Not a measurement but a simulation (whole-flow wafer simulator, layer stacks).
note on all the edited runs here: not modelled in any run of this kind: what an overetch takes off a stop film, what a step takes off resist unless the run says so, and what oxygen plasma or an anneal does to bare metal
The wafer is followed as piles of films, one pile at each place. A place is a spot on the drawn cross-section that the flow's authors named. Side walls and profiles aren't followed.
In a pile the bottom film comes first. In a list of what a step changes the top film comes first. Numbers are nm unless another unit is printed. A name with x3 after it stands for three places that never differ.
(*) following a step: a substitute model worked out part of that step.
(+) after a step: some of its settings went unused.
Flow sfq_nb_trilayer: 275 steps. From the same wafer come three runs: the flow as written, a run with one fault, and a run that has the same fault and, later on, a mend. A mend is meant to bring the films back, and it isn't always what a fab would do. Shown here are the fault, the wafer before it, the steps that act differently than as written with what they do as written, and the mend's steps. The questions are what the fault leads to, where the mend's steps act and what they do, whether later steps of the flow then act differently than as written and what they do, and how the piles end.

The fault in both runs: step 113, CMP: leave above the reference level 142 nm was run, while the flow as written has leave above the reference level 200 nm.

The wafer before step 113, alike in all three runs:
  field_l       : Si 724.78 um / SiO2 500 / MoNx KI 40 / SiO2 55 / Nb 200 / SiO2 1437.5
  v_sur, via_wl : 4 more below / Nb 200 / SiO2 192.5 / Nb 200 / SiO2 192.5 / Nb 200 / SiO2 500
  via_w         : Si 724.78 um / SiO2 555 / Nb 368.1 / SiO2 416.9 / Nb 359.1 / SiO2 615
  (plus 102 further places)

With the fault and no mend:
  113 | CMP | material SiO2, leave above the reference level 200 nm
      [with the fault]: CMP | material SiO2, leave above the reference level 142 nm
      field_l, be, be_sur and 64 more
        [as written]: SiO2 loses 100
        [with the fault]: SiO2 loses 158
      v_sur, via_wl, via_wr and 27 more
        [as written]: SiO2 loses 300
        [with the fault]: SiO2 loses 358
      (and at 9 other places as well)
  Later steps of the flow acting differently than as written (4 more steps, not shown, differ only slightly: by at most 2% or 0.5 nm, whichever is larger):
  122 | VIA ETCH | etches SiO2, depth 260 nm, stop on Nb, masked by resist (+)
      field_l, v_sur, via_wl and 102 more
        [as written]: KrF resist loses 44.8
        [with the fault]: KrF resist loses 36.7
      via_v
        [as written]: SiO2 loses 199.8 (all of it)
        [with the fault]: SiO2 loses 141.8 (all of it)
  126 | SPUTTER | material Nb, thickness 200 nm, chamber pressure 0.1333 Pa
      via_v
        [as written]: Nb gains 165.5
        [with the fault]: Nb gains 178.3
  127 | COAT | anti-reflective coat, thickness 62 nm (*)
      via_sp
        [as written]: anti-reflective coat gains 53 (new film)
        [with the fault]: anti-reflective coat gains 54.2 (new film)
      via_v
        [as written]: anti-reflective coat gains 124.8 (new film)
        [with the fault]: anti-reflective coat gains 111 (new film)
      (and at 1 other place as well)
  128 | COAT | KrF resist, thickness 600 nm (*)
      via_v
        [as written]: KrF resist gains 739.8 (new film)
        [with the fault]: KrF resist gains 692.1 (new film)
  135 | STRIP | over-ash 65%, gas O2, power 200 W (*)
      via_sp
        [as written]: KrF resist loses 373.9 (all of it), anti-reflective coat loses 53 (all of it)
        [with the fault]: KrF resist loses 377.8 (all of it), anti-reflective coat loses 54.2 (all of it)
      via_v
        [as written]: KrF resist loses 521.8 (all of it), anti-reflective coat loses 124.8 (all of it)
        [with the fault]: KrF resist loses 474.3 (all of it), anti-reflective coat loses 111 (all of it)
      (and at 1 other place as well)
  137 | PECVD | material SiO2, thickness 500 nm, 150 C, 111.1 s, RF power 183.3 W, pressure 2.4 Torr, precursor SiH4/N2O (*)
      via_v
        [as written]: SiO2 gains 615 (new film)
        [with the fault]: SiO2 gains 519.7 (new film)
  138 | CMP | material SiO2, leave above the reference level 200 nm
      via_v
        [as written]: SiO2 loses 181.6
        [with the fault]: SiO2 loses 157.1
  At v_sur, via_wl, via_w and 86 more, the piles at the end differ from the flow's by more than 2% or 0.5 nm, whichever is larger.
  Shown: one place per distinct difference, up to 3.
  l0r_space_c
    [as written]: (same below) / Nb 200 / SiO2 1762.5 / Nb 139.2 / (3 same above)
    [with the fault]: (same below) / Nb 200 / SiO2 1704.5 / Nb 139.2 / (3 same above)
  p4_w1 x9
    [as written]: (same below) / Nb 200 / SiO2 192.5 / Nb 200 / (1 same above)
    [with the fault]: (same below) / Nb 200 / SiO2 134.5 / Nb 200 / (1 same above)
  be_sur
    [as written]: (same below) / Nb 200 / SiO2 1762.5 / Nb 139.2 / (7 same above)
    [with the fault]: (same below) / Nb 200 / SiO2 1704.5 / Nb 139.2 / (7 same above)

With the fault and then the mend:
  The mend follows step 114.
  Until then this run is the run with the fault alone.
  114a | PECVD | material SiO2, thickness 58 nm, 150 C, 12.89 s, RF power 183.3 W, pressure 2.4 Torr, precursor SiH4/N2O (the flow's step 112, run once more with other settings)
      field_l, v_sur, via_wl and 103 more
        SiO2 gains 58
  Later steps of the flow that are run all act as written at every place that is followed, up to a difference of at most 2% or 0.5 nm, whichever is larger.
  At every place that both follow, the piles at the end match the flow's.
